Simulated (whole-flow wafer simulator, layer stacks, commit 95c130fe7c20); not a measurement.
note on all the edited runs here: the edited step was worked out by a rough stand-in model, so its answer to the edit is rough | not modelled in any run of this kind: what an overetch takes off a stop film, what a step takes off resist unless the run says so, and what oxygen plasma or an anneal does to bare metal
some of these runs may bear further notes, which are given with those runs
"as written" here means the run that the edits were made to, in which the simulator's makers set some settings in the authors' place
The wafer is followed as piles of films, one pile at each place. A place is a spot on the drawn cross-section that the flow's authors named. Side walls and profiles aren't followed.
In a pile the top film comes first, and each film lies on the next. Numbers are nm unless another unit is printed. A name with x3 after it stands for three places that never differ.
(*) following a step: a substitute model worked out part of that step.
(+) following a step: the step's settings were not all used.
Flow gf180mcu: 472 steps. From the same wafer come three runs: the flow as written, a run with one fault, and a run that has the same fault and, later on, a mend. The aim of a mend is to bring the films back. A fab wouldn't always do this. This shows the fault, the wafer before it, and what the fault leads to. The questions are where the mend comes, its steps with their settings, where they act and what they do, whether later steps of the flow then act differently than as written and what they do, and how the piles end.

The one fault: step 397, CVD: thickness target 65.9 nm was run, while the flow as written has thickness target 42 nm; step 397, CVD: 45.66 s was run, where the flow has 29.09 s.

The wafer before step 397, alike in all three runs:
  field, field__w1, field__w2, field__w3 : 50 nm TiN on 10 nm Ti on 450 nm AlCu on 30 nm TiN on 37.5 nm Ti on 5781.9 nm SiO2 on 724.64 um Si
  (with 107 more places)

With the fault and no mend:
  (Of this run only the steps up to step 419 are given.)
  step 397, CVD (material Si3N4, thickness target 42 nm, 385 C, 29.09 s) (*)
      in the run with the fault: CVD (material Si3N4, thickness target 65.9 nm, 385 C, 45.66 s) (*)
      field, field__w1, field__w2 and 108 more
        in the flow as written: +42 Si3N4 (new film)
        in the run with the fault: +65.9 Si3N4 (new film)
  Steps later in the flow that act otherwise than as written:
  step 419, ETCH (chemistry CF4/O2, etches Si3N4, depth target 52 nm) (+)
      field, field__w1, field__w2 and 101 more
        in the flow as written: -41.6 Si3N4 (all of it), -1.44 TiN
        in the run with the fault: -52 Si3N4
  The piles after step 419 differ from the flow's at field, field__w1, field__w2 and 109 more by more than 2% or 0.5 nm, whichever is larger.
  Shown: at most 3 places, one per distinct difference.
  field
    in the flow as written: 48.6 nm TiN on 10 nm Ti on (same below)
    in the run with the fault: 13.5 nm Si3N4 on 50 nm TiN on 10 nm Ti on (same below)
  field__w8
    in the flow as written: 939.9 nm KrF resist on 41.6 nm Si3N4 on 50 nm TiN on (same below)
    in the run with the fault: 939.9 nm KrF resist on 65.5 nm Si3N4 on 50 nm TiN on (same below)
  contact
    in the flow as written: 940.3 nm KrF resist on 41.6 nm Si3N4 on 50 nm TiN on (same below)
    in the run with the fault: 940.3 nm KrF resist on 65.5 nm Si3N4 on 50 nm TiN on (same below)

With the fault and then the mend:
  The mend stands after step 397.
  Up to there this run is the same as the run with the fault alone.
  step 397a, WET ETCH (chemistry H3PO4, depth target 23.9 nm, 160 C) (a further turn of the flow's step 14, with different settings)
      field, field__w1, field__w2 and 108 more
        -23.9 Si3N4
  Later steps of the flow that are run all act as written at every place that is followed, up to a difference of at most 2% or 0.5 nm, whichever is larger.
  The piles end only slightly different from the flow's at the places that both follow, by no more than 2% or 0.5 nm, whichever is larger.
